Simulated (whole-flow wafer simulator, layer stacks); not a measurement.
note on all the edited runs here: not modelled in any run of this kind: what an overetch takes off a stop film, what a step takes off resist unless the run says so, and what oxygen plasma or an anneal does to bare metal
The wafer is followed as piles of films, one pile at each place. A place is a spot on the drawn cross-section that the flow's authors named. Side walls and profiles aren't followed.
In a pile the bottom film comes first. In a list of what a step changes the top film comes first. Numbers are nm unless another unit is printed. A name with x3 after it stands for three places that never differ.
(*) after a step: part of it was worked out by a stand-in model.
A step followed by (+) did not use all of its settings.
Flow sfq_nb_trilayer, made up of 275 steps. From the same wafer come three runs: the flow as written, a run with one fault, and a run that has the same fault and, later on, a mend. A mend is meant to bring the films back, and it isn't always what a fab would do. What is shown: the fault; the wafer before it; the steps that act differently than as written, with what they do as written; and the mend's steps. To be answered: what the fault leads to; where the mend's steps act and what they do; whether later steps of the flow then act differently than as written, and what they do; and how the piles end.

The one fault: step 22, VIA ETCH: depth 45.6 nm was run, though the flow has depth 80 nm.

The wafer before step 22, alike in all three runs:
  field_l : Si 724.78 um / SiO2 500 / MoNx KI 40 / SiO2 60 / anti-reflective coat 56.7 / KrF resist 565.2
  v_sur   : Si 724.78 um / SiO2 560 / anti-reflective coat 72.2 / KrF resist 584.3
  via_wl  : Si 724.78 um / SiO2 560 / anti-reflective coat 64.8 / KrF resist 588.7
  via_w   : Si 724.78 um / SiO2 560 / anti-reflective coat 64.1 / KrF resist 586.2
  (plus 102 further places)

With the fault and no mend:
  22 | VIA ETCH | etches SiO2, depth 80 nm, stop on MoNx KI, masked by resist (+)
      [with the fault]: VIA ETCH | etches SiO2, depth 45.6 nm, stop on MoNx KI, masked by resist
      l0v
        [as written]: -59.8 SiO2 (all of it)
        [with the fault]: -45.6 SiO2
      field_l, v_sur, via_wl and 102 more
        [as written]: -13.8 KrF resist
        [with the fault]: -7.86 KrF resist
  Steps later in the flow that act otherwise than as written (5 other steps are not shown; they differ only slightly, by no more than 2% or 0.5 nm, whichever is larger):
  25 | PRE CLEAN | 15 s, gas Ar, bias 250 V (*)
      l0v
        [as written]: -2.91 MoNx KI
        [with the fault]: -5 SiO2
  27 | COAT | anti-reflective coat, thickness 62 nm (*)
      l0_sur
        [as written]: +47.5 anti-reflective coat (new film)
        [with the fault]: +48.8 anti-reflective coat (new film)
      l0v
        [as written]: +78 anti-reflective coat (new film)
        [with the fault]: +74.3 anti-reflective coat (new film)
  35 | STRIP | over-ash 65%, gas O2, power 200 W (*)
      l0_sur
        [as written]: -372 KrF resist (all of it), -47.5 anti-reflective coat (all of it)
        [with the fault]: -372.7 KrF resist (all of it), -48.8 anti-reflective coat (all of it)
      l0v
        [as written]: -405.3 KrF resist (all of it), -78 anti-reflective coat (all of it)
        [with the fault]: -397.7 KrF resist (all of it), -74.3 anti-reflective coat (all of it)
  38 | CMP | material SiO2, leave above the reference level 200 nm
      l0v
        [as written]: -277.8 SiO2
        [with the fault]: -292 SiO2
  At l0v, the piles at the end differ from the flow's by more than 2% or 0.5 nm, whichever is larger.
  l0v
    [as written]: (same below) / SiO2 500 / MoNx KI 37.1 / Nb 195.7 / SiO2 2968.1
    [with the fault]: (same below) / SiO2 500 / MoNx KI 40 / SiO2 9.25 / Nb 197.7 / SiO2 2953.9

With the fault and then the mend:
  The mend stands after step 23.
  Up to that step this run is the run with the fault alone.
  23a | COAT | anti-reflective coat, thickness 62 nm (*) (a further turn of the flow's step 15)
      p4_fl x3, p4_w1 x9, p4_g1 x2 and 59 more
        +62 anti-reflective coat (new film)
      jj_sur, ce_l, c5j and 6 more
        +63.6 anti-reflective coat (new film)
      be, be_sur, gap, moat, field_r, lsp_l
        +63.7 anti-reflective coat (new film)
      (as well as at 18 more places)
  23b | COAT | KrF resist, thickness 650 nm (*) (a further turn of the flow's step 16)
      p4_fl x3, p4_w1 x9, p4_g1 x2 and 59 more
        +650 KrF resist (new film)
      jj_sur, ce_l, c5j, ce_r, r_sur, res, r_end
        +656.8 KrF resist (new film)
      l0r_line_l, l0r_line_c, l0r_line_r
        +646 KrF resist (new film)
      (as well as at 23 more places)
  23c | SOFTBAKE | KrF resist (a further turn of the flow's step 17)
      alters no film at any place that is followed
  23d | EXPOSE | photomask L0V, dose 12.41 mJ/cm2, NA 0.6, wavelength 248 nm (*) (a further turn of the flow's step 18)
      alters no film at any place that is followed
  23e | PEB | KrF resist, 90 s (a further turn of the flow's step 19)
      p4_fl x3, p4_w1 x9, p4_g1 x2 and 59 more
        -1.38 KrF resist
      via_v, wire, be and 17 more
        -1.39 KrF resist
      v_sur, via_w, via_wr, via_sp, ln_m6
        -1.4 KrF resist
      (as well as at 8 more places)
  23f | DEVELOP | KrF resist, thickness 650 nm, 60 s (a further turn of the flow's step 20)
      field_l, v_sur, via_wl and 102 more
        -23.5 KrF resist
      l0v
        -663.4 KrF resist (all of it)
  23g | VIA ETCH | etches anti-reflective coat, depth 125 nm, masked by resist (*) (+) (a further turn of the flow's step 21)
      field_l, v_sur, via_wl and 102 more
        -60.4 KrF resist
      l0v
        -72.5 anti-reflective coat (all of it), -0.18 SiO2
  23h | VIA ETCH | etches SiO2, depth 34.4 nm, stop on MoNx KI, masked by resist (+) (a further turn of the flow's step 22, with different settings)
      field_l, v_sur, via_wl and 102 more
        -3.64 KrF resist
      l0v
        -14.1 SiO2 (all of it)
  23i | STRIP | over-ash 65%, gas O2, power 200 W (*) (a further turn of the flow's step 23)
      p4_fl x3, p4_w1 x9, p4_g1 x2 and 59 more
        -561 KrF resist (all of it), -62 anti-reflective coat (all of it)
      jj_sur, ce_l, c5j, ce_r, sp_r, be_r, r_sur, res
        -567.8 KrF resist (all of it), -63.6 anti-reflective coat (all of it)
      l0r_line_l, l0r_line_c, l0r_line_r
        -557.1 KrF resist (all of it), -59 anti-reflective coat (all of it)
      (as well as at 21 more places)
  None of the later steps of the flow acts differently than as written at any place that is followed.
  The piles end the same as the flow's at every place that both follow.
